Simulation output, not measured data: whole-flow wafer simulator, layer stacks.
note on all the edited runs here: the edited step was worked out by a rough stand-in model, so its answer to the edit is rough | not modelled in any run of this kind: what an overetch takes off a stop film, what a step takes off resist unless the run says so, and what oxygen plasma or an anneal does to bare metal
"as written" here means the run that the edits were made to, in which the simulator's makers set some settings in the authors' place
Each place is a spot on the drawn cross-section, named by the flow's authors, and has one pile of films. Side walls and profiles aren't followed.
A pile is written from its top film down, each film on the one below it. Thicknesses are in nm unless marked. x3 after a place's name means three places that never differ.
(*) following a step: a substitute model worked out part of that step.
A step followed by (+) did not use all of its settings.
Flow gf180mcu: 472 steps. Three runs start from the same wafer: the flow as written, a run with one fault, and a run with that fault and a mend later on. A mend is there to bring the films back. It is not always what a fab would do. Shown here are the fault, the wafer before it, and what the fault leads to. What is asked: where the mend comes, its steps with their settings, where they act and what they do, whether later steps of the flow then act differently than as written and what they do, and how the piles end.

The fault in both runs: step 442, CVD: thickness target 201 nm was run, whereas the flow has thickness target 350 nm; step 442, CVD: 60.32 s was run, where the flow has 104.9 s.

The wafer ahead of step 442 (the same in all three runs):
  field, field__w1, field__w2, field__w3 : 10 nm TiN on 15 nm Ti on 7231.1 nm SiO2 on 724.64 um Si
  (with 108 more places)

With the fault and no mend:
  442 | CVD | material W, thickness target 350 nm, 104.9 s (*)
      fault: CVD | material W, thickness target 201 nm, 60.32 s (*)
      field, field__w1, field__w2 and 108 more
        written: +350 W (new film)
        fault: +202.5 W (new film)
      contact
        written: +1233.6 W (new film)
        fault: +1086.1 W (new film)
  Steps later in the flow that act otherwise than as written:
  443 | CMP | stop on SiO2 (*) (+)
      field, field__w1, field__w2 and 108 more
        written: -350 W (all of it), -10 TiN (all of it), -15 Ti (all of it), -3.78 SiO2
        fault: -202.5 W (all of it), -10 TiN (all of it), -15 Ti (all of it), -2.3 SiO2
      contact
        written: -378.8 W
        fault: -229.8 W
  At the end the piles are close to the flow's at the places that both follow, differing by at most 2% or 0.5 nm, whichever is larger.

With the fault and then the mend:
  The mend stands after step 442.
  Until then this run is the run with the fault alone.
  442a | CVD | material W, thickness target 149 nm, 44.66 s (the flow's step 442 again, with other settings)
      field, field__w1, field__w2 and 109 more
        +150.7 W
  Later steps of the flow that are run all act as written at every place that is followed, up to a difference of at most 2% or 0.5 nm, whichever is larger.
  At the end the piles are close to the flow's at the places that both follow, differing by at most 2% or 0.5 nm, whichever is larger.
